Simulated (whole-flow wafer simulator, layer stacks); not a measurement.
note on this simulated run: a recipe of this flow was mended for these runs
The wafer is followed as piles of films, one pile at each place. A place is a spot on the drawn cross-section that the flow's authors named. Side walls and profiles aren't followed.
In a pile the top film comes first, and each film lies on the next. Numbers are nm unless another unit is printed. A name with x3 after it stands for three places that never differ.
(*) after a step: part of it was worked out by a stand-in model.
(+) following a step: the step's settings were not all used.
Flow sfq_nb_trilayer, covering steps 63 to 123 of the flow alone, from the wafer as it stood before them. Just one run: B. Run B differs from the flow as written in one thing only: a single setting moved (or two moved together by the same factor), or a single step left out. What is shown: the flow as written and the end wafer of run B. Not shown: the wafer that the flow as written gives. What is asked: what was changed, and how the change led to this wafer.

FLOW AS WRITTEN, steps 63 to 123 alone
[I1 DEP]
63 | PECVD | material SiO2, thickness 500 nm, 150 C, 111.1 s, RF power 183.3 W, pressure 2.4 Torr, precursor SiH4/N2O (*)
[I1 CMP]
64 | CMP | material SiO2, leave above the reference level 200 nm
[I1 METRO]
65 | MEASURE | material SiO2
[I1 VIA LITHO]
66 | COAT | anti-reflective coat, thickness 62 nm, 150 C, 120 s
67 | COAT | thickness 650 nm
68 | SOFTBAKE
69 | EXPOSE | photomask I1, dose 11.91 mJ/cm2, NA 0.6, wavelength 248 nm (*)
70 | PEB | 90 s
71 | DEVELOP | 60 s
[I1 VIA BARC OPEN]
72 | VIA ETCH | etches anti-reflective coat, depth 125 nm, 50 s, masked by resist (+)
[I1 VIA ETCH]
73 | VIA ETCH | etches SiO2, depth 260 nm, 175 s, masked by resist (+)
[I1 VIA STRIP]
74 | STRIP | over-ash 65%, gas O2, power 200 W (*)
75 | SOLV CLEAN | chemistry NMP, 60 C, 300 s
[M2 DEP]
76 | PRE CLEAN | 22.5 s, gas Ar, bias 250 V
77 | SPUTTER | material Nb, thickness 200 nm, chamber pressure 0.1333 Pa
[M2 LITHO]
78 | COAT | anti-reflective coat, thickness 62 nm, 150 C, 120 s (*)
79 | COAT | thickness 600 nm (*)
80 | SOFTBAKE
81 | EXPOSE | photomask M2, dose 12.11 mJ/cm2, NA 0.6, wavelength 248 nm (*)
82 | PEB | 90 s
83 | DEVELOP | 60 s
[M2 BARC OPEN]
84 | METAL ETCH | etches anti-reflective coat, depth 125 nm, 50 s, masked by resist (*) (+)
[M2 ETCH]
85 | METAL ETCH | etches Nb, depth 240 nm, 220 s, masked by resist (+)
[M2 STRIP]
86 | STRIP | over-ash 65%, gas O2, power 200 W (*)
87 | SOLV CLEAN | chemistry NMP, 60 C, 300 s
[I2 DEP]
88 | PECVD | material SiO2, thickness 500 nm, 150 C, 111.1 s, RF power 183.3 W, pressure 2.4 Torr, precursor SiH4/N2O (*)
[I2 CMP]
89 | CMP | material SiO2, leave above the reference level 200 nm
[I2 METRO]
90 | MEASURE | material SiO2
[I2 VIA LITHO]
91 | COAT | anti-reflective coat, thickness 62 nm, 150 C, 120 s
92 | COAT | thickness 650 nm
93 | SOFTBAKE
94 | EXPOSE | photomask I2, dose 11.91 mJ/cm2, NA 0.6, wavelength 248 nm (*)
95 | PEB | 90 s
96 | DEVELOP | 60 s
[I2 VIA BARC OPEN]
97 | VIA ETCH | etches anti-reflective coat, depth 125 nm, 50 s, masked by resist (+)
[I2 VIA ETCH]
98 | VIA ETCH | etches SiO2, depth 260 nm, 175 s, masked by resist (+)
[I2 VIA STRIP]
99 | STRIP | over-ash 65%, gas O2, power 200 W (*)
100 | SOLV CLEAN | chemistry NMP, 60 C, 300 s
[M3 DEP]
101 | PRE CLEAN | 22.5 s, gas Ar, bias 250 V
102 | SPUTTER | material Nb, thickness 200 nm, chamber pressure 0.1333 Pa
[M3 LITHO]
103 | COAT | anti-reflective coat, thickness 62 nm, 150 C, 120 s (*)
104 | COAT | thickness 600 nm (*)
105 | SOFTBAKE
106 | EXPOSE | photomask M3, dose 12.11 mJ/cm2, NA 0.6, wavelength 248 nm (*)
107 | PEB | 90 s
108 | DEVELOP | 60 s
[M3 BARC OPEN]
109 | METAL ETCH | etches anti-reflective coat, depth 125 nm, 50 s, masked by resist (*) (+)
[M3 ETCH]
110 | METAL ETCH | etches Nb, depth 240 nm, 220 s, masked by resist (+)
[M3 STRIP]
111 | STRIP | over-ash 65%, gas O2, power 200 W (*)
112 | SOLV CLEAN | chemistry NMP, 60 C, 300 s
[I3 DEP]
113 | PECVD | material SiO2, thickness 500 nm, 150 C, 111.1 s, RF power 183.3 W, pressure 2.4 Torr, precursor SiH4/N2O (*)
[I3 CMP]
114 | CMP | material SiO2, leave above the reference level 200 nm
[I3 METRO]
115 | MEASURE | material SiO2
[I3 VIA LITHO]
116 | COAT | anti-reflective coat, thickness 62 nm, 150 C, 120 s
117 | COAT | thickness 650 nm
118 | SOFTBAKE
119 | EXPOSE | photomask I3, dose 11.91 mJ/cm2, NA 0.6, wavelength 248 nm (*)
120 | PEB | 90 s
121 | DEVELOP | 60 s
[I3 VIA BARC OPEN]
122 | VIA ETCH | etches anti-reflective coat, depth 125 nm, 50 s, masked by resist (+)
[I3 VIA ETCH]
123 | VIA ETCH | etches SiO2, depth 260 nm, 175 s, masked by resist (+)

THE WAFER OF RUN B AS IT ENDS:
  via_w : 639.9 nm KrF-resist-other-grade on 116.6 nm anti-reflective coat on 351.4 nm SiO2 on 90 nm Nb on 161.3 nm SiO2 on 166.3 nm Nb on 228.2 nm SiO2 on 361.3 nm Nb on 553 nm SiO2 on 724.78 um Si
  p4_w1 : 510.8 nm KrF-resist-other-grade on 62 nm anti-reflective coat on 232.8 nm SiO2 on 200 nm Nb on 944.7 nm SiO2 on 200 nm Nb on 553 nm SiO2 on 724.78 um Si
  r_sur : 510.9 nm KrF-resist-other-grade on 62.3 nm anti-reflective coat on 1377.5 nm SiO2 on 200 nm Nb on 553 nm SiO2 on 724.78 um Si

The reason: step 63, PECVD: 61.11 s was run, though the flow has 111.1 s.

How this came from the change, step by step:
  63 | PECVD | material SiO2, thickness 500 nm, 150 C, 111.1 s, RF power 183.3 W, pressure 2.4 Torr, precursor SiH4/N2O (*)
      field_l, be, be_sur and 72 more: SiO2 gains 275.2 (as written it would have been: SiO2 gains 500)
      v_sur, via_wl, via_wr and 20 more: SiO2 gains 275.2 (new film) (as written it would have been: SiO2 gains 500 (new film))
      (and at 8 other places as well)
  64 | CMP | material SiO2, leave above the reference level 200 nm
      field_l, be, be_sur and 72 more: nothing (as written it would have been: SiO2 loses 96)
      lsp_m, ln_m6, lsp_r, l0_sur, l0v: nothing (as written it would have been: SiO2 loses 90.8)
      (and at 26 other places as well)
  66 | COAT | anti-reflective coat, thickness 62 nm, 150 C, 120 s
      c5j, sp_r, r_sur, p3_s2, p3_s5: anti-reflective coat gains 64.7 (new film) (as written it would have been: anti-reflective coat gains 62 (new film))
      p3_s3, p3_l4, p3_s4, m8r_gap_c: anti-reflective coat gains 63.4 (new film) (as written it would have been: anti-reflective coat gains 62 (new film))
      (and at 85 other places as well)
  67 | COAT | thickness 650 nm
      m0r_line_l x3: KrF-resist-other-grade gains 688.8 (new film) (as written it would have been: KrF-resist-other-grade gains 650 (new film))
      m0r_line_r x3: KrF-resist-other-grade gains 689.5 (new film) (as written it would have been: KrF-resist-other-grade gains 650 (new film))
      (and at 49 other places as well)
  71 | DEVELOP | 60 s
      via_v: KrF-resist-other-grade loses 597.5 (all of it) (as written it would have been: KrF-resist-other-grade loses 648.6 (all of it))
  72 | VIA ETCH | etches anti-reflective coat, depth 125 nm, 50 s, masked by resist (+)
      via_v: anti-reflective coat loses 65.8 (all of it), SiO2 loses 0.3 (as written it would have been: anti-reflective coat loses 62 (all of it), SiO2 loses 0.31)
  74 | STRIP | over-ash 65%, gas O2, power 200 W (*)
      m0r_line_l x3: KrF-resist-other-grade loses 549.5 (all of it), anti-reflective coat loses 51.3 (all of it) (as written it would have been: KrF-resist-other-grade loses 510.8 (all of it), anti-reflective coat loses 62 (all of it))
      m0r_space_l, m6r_space_l x2: KrF-resist-other-grade loses 519.5 (all of it), anti-reflective coat loses 88.2 (all of it) (as written it would have been: KrF-resist-other-grade loses 510.8 (all of it), anti-reflective coat loses 62 (all of it))
      (and at 93 other places as well)
  77 | SPUTTER | material Nb, thickness 200 nm, chamber pressure 0.1333 Pa
      be, lsp_l: Nb gains 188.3 (new film) (as written it would have been: Nb gains 200 (new film))
      via_w: Nb gains 166.3 (new film) (as written it would have been: Nb gains 200 (new film))
  78 | COAT | anti-reflective coat, thickness 62 nm, 150 C, 120 s (*)
      p3_s3, p3_l4, p3_s4: anti-reflective coat gains 63.3 (new film) (as written it would have been: anti-reflective coat gains 62 (new film))
      m0r_line_l x3: anti-reflective coat gains 48.6 (new film) (as written it would have been: anti-reflective coat gains 62 (new film))
      (and at 90 other places as well)
  79 | COAT | thickness 600 nm (*)
      m0r_line_l x3: KrF-resist-other-grade gains 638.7 (new film) (as written it would have been: KrF-resist-other-grade gains 600 (new film))
      m0r_line_r x3: KrF-resist-other-grade gains 638.4 (new film) (as written it would have been: KrF-resist-other-grade gains 600 (new film))
      (and at 50 other places as well)
  83 | DEVELOP | 60 s
      m0r_line_l x3: KrF-resist-other-grade loses 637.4 (all of it) (as written it would have been: KrF-resist-other-grade loses 598.7 (all of it))
      m0r_line_r x3: KrF-resist-other-grade loses 637.1 (all of it) (as written it would have been: KrF-resist-other-grade loses 598.7 (all of it))
      (and at 34 other places as well)
  84 | METAL ETCH | etches anti-reflective coat, depth 125 nm, 50 s, masked by resist (*) (+)
      m5r_linepad_l, m5r_linepad_r, r5r_spacepad_l, r5r_spacepad_r, m8r_pad_l, m8r_pad_r: anti-reflective coat loses 125 (as written it would have been: anti-reflective coat loses 62 (all of it))
      p3_s3, p3_l4, p3_s4: anti-reflective coat loses 63.3 (all of it) (as written it would have been: anti-reflective coat loses 62 (all of it))
      (and at 66 other places as well)
  85 | METAL ETCH | etches Nb, depth 240 nm, 220 s, masked by resist (+)
      m5r_linepad_l, m5r_linepad_r: anti-reflective coat loses 11 (all of it), Nb loses 200 (all of it), SiO2 loses 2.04 (as written it would have been: Nb loses 200 (all of it), SiO2 loses 4)
      r5r_spacepad_l, r5r_spacepad_r: anti-reflective coat loses 7.33 (all of it), Nb loses 200 (all of it), SiO2 loses 2.69 (as written it would have been: Nb loses 200 (all of it), SiO2 loses 4)
      (and at 2 other places as well)
  86 | STRIP | over-ash 65%, gas O2, power 200 W (*)
      v_sur: KrF-resist-other-grade loses 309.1 (all of it), anti-reflective coat loses 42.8 (all of it) (as written it would have been: KrF-resist-other-grade loses 360.6 (all of it), anti-reflective coat loses 64.8 (all of it))
      via_wl: KrF-resist-other-grade loses 317.6 (all of it), anti-reflective coat loses 34.1 (all of it) (as written it would have been: KrF-resist-other-grade loses 357.4 (all of it), anti-reflective coat loses 67.7 (all of it))
      (and at 20 other places as well)
  88 | PECVD | material SiO2, thickness 500 nm, 150 C, 111.1 s, RF power 183.3 W, pressure 2.4 Torr, precursor SiH4/N2O (*)
      via_w: SiO2 gains 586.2 (new film) (as written it would have been: SiO2 gains 500 (new film))
  89 | CMP | material SiO2, leave above the reference level 200 nm
      field_l, be, be_sur and 79 more: nothing (as written it would have been: SiO2 loses 96)
      via_w: SiO2 loses 157.1 (as written it would have been: SiO2 loses 300)
  ... 15 other steps ...
  122 | VIA ETCH | etches anti-reflective coat, depth 125 nm, 50 s, masked by resist (+)
      via_v: anti-reflective coat loses 71 (all of it), SiO2 loses 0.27 (as written it would have been: anti-reflective coat loses 62 (all of it), SiO2 loses 0.31)
Taking metal films that touch as one body, via_w has 3 bodies (between them, from the top down: SiO2 161.3; SiO2 228.2); the flow as written gives 2 bodies (between them, from the top down: SiO2 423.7).
